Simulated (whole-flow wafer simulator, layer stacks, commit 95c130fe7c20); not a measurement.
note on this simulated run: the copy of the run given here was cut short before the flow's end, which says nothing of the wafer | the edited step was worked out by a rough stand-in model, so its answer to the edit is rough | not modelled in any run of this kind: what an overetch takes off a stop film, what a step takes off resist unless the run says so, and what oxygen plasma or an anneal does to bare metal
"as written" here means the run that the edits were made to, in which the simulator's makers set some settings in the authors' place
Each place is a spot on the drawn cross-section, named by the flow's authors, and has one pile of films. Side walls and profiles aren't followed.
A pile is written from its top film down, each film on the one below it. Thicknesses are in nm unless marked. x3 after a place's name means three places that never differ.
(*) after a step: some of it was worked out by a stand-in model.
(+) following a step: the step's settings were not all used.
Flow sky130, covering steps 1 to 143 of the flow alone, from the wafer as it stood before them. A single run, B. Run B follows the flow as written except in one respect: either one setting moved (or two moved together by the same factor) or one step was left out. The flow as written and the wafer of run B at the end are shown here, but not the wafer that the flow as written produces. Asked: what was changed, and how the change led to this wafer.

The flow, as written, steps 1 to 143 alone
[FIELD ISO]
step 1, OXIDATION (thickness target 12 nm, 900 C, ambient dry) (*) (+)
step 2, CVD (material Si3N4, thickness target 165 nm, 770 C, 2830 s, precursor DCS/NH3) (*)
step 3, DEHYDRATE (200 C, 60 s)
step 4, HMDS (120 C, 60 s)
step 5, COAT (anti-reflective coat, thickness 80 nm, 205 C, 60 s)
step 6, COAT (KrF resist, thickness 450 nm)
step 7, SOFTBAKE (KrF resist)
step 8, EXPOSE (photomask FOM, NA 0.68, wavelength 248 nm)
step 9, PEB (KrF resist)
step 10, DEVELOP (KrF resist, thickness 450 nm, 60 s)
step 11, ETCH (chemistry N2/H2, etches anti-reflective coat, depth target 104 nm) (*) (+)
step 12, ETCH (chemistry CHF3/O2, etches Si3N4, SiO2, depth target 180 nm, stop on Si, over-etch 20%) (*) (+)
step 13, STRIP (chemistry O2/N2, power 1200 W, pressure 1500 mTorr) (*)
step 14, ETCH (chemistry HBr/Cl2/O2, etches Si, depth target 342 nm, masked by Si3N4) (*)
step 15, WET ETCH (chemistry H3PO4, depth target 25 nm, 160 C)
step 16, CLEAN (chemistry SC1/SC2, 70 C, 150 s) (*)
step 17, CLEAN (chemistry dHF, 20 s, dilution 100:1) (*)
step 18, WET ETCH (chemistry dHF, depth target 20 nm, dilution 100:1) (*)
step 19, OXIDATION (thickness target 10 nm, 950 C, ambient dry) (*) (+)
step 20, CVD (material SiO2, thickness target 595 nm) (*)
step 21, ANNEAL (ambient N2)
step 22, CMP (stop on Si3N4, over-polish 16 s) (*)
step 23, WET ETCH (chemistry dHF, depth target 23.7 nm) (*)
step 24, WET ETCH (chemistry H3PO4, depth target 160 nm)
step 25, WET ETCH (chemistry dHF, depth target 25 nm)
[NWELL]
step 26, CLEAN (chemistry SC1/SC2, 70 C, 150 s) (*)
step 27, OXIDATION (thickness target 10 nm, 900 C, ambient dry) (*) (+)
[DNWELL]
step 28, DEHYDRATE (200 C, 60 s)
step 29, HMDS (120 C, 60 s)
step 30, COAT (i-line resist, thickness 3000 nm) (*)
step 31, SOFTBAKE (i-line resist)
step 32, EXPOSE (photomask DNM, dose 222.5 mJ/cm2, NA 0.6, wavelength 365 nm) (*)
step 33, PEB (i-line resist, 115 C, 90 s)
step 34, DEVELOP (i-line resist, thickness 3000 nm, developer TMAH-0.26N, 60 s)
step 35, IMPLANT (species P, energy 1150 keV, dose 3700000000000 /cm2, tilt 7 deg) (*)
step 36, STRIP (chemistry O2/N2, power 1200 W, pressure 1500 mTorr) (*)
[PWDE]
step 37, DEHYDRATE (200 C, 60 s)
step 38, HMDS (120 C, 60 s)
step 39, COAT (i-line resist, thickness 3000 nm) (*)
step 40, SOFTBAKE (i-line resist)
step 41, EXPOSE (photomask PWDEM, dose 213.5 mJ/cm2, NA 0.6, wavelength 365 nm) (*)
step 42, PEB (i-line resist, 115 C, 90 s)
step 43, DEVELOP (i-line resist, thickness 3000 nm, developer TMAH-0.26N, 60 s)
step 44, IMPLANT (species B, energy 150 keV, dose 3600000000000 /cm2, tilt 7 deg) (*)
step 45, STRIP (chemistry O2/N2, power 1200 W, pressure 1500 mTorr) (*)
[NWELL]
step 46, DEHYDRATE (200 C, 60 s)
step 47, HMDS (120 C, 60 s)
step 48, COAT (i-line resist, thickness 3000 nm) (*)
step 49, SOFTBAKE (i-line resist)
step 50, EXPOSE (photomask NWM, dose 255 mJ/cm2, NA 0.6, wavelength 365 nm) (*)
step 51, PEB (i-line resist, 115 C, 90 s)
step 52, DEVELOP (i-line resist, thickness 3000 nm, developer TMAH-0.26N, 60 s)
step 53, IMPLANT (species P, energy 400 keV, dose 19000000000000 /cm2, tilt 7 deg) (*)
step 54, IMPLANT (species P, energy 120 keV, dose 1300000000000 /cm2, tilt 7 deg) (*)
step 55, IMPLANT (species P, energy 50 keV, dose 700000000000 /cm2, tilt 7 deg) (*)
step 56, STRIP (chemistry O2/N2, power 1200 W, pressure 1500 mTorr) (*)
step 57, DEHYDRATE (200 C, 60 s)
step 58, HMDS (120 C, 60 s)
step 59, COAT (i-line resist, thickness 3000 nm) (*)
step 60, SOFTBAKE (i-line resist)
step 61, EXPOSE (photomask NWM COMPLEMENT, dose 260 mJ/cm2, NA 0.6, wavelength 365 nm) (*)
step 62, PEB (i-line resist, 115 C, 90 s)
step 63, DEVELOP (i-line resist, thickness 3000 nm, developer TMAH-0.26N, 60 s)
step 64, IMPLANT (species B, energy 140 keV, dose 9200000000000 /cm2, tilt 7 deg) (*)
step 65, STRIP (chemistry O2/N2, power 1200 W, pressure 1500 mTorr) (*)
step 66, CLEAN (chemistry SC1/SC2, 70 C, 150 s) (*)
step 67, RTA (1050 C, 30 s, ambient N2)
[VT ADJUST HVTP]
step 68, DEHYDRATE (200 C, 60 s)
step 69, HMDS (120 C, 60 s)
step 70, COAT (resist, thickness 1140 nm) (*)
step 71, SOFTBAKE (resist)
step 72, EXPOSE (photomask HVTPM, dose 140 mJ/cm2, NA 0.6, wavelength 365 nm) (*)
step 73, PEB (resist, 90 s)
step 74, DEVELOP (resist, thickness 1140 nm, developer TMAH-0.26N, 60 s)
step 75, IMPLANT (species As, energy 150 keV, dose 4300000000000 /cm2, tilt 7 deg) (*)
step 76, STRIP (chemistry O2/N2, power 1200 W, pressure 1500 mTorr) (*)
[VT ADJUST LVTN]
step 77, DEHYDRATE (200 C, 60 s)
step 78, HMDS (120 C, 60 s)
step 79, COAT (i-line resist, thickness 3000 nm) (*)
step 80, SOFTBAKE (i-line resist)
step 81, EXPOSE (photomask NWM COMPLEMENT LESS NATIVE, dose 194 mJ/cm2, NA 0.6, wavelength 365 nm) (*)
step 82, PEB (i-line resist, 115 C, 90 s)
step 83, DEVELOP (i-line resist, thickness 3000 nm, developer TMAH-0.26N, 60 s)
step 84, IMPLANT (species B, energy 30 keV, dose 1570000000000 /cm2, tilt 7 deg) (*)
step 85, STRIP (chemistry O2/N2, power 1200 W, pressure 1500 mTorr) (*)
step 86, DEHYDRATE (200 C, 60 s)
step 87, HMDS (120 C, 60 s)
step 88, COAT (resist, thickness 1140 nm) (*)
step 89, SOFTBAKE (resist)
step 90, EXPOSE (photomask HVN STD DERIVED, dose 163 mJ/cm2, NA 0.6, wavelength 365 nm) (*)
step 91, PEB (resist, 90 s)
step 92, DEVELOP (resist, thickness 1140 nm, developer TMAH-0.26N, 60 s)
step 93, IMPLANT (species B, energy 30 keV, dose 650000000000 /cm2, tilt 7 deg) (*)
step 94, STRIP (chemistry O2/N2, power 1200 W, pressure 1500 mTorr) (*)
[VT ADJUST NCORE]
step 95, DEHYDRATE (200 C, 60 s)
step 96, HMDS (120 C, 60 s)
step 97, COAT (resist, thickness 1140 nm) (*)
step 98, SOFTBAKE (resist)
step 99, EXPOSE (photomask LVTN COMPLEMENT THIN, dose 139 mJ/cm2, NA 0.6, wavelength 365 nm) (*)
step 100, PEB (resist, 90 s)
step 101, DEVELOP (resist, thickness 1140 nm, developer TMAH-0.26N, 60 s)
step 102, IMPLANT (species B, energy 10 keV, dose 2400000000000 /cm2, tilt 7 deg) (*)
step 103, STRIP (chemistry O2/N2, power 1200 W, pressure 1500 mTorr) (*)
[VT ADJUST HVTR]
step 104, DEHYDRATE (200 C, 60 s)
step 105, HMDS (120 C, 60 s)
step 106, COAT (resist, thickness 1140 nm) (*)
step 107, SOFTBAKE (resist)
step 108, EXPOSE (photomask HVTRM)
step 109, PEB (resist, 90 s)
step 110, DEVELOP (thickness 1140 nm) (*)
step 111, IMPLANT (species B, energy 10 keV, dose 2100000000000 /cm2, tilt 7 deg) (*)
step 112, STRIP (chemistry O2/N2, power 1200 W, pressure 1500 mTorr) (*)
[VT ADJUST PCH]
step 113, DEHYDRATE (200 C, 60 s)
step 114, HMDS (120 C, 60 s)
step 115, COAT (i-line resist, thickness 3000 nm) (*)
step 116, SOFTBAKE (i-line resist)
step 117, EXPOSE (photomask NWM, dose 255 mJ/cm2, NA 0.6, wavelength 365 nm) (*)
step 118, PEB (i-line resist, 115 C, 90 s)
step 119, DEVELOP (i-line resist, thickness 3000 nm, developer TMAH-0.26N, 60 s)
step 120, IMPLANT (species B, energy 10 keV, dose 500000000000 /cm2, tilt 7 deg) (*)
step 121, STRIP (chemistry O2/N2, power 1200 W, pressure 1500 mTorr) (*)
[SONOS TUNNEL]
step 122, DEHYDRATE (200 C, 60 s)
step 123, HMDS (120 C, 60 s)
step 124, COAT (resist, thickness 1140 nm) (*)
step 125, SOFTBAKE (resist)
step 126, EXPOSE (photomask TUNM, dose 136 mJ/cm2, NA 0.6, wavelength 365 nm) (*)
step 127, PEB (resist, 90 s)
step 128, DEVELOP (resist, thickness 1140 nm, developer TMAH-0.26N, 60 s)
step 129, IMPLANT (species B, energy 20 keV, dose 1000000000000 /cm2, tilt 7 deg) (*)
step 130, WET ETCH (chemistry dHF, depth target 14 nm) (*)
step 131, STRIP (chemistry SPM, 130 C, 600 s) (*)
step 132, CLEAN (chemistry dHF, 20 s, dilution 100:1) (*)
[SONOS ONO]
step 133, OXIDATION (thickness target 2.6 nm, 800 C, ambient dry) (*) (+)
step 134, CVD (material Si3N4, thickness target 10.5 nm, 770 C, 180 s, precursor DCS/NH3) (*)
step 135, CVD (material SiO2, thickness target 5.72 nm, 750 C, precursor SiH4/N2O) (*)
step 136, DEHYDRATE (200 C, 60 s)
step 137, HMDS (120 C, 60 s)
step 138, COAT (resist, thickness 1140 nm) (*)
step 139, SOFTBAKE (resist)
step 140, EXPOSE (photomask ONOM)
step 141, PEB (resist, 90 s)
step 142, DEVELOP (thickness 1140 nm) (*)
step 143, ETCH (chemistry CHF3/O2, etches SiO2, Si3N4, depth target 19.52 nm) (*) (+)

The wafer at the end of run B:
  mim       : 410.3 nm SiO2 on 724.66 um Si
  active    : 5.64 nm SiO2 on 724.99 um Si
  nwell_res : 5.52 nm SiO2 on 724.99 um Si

The reason: step 143, ETCH: depth target 21.12 nm was run, whereas the flow has depth target 19.52 nm.

Step by step, how the change led to this:
  step 143, ETCH (chemistry CHF3/O2, etches SiO2, Si3N4, depth target 19.52 nm) (*) (+)
      field, active, p_well x5 and 179 more: -5.72 SiO2 (all of it), -10.5 Si3N4 (all of it), -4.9 SiO2 (it would be, as written: -5.72 SiO2 (all of it), -10.5 Si3N4 (all of it), -3.3 SiO2)
      sonos_cell, sonos_cell_x: -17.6 resist (it would be, as written: -16.3 resist)
